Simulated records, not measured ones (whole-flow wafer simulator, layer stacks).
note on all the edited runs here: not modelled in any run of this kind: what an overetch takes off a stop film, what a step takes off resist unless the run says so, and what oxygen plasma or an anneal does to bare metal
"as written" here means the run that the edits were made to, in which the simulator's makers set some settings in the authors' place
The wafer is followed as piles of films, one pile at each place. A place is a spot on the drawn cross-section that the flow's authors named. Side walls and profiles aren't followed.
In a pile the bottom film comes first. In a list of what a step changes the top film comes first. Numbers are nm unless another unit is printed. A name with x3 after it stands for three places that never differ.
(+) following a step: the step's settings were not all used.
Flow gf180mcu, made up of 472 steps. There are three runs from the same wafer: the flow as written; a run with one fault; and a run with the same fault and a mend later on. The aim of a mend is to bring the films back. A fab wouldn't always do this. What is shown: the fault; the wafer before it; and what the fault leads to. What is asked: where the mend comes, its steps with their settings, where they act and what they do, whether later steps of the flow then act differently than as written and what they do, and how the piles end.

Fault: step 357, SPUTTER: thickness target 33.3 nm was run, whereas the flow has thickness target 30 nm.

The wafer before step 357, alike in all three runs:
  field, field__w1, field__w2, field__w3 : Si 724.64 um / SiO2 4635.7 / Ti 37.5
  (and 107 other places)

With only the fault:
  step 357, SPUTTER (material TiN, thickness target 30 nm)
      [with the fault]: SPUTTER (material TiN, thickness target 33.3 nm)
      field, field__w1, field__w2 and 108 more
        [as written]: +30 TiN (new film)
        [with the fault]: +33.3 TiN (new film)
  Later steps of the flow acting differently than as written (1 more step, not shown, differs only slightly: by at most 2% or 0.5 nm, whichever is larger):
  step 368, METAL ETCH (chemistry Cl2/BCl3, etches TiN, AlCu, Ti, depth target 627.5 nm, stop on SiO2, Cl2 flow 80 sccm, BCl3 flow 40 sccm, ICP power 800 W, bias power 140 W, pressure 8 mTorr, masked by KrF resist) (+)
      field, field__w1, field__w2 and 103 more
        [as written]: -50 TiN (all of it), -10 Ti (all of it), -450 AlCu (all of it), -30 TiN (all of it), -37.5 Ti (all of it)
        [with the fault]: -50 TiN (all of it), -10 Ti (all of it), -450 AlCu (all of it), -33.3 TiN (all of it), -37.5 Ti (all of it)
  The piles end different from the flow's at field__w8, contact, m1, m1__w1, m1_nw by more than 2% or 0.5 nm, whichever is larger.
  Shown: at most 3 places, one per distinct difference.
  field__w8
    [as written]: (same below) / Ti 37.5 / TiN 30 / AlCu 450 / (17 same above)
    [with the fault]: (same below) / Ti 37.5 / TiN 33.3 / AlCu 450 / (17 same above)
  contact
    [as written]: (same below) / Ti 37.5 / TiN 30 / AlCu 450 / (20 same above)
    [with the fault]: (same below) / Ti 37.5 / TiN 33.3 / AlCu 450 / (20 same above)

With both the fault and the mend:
  After step 357 comes the mend.
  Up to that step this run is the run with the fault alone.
  step 357a, METAL ETCH (chemistry Cl2/BCl3, etches TiN, AlCu, Ti, depth target 3.3 nm, Cl2 flow 80 sccm, BCl3 flow 40 sccm, ICP power 800 W, bias power 140 W, pressure 8 mTorr) (a further turn of the flow's step 260, with different settings)
      field, field__w1, field__w2 and 108 more
        -3.3 TiN
  Every later step of the flow that is run acts as written at every place that is followed.
  At every place that both follow, the piles at the end match the flow's.
